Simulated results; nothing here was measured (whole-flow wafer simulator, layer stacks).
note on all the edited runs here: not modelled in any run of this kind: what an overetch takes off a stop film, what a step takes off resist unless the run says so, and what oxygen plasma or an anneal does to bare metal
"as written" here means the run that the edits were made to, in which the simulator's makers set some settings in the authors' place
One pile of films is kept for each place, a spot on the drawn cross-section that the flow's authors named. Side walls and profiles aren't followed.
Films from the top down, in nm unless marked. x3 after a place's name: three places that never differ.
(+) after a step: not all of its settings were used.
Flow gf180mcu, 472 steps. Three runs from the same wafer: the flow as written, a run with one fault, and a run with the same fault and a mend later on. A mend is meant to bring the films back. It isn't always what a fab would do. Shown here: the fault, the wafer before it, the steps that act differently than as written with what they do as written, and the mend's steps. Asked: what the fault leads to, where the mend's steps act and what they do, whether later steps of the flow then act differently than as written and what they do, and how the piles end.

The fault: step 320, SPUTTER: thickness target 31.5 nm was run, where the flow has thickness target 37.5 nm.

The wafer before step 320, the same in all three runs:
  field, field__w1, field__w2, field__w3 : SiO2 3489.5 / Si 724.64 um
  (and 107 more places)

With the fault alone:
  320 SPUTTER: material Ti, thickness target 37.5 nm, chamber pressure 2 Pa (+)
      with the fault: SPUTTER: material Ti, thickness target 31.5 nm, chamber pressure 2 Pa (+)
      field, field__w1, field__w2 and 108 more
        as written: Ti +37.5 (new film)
        with the fault: Ti +31.5 (new film)
  Later steps of the flow that act differently than as written (1 more step differs only slightly, by at most 2% or 0.5 nm, whichever is larger, and isn't shown):
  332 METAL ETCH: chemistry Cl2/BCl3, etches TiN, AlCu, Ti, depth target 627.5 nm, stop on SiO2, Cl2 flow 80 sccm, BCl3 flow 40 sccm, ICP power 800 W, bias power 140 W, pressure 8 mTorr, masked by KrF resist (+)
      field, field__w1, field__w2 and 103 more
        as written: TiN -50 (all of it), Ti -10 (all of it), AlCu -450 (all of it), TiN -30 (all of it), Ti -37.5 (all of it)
        with the fault: TiN -50 (all of it), Ti -10 (all of it), AlCu -450 (all of it), TiN -30 (all of it), Ti -31.5 (all of it)
  At the end the piles differ from the flow's by more than 2% or 0.5 nm, whichever is larger, at field__w8, contact, m1, m1__w1, m1_nw.
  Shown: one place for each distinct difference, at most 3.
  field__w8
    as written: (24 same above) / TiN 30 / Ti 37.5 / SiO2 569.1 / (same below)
    with the fault: (24 same above) / TiN 30 / Ti 31.5 / SiO2 569.1 / (same below)
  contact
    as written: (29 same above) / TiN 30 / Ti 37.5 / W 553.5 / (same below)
    with the fault: (29 same above) / TiN 30 / Ti 31.5 / W 553.5 / (same below)

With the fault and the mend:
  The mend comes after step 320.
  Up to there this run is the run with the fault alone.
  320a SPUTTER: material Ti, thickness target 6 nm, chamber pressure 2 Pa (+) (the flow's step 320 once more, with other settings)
      field, field__w1, field__w2 and 108 more
        Ti +6
  No later step of the flow acts differently than as written at any place that is followed.
  At the end the piles are the same as the flow's at every place that both follow.
